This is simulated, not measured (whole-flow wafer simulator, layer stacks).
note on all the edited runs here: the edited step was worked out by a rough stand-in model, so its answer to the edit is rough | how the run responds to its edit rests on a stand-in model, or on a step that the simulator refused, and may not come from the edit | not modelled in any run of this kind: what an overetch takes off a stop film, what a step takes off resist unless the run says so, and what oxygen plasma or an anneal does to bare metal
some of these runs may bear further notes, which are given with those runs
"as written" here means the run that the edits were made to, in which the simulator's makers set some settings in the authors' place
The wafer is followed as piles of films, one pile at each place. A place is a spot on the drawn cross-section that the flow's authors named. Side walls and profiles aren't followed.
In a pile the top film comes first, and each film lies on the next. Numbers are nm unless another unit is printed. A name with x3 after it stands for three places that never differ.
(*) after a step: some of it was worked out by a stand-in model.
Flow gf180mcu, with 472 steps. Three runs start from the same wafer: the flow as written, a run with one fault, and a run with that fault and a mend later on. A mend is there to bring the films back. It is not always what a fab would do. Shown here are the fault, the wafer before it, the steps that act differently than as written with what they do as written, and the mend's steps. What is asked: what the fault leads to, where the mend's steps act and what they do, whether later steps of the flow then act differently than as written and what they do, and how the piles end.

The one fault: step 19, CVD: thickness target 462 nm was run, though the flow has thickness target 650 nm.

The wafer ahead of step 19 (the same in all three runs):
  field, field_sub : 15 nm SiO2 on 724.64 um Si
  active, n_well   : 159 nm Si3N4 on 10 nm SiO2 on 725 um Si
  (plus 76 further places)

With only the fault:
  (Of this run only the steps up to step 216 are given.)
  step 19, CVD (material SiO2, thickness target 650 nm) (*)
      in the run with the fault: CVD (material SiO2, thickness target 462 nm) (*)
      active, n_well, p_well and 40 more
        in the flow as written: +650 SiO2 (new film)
        in the run with the fault: +462 SiO2 (new film)
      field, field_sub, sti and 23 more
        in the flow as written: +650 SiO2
        in the run with the fault: +462 SiO2
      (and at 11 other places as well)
  Steps later in the flow that act otherwise than as written (not shown: 26 more steps that differ only slightly, by at most 2% or 0.5 nm, whichever is larger):
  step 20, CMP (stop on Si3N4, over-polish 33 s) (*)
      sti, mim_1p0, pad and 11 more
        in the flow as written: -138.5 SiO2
        in the run with the fault: nothing
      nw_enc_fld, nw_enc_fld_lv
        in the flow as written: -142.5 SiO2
        in the run with the fault: nothing
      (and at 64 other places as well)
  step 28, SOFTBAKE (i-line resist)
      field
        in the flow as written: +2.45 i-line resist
        in the run with the fault: -0.61 i-line resist
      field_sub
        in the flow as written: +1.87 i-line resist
        in the run with the fault: -0.35 i-line resist
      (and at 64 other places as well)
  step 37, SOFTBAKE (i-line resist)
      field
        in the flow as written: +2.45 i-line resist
        in the run with the fault: -0.61 i-line resist
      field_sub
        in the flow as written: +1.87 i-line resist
        in the run with the fault: -0.35 i-line resist
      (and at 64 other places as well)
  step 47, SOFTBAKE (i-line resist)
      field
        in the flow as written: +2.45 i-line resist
        in the run with the fault: -0.61 i-line resist
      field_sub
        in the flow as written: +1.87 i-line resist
        in the run with the fault: -0.35 i-line resist
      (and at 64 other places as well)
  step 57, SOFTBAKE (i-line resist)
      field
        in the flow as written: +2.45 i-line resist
        in the run with the fault: -0.61 i-line resist
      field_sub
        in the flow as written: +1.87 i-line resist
        in the run with the fault: -0.35 i-line resist
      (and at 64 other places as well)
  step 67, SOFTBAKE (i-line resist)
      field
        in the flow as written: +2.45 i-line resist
        in the run with the fault: -0.61 i-line resist
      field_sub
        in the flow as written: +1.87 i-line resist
        in the run with the fault: -0.35 i-line resist
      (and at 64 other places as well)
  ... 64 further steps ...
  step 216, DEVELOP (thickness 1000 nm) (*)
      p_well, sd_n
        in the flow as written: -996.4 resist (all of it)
        in the run with the fault: -953.5 resist (all of it)
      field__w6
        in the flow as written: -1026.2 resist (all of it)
        in the run with the fault: -1075.8 resist (all of it)
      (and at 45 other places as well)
  Once step 216 is done, the piles at field, field__w1, field__w2 and 51 more depart from the flow's by more than 2% or 0.5 nm, whichever is larger.
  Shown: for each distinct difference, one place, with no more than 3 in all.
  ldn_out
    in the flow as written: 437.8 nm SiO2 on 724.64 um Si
    in the run with the fault: 388.6 nm SiO2 on 724.64 um Si
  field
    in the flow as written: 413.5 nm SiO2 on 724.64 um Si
    in the run with the fault: 374.3 nm SiO2 on 724.64 um Si
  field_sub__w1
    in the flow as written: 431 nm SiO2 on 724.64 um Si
    in the run with the fault: 387.3 nm SiO2 on 724.64 um Si

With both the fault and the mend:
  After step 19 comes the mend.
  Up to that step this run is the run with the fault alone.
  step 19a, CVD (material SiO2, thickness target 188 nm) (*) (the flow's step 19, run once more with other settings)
      field, field_sub, active and 77 more
        +188 SiO2
  Later steps of the flow that are run all act as written at every place that is followed.
  By the end, the piles equal the flow's at every place that both follow.
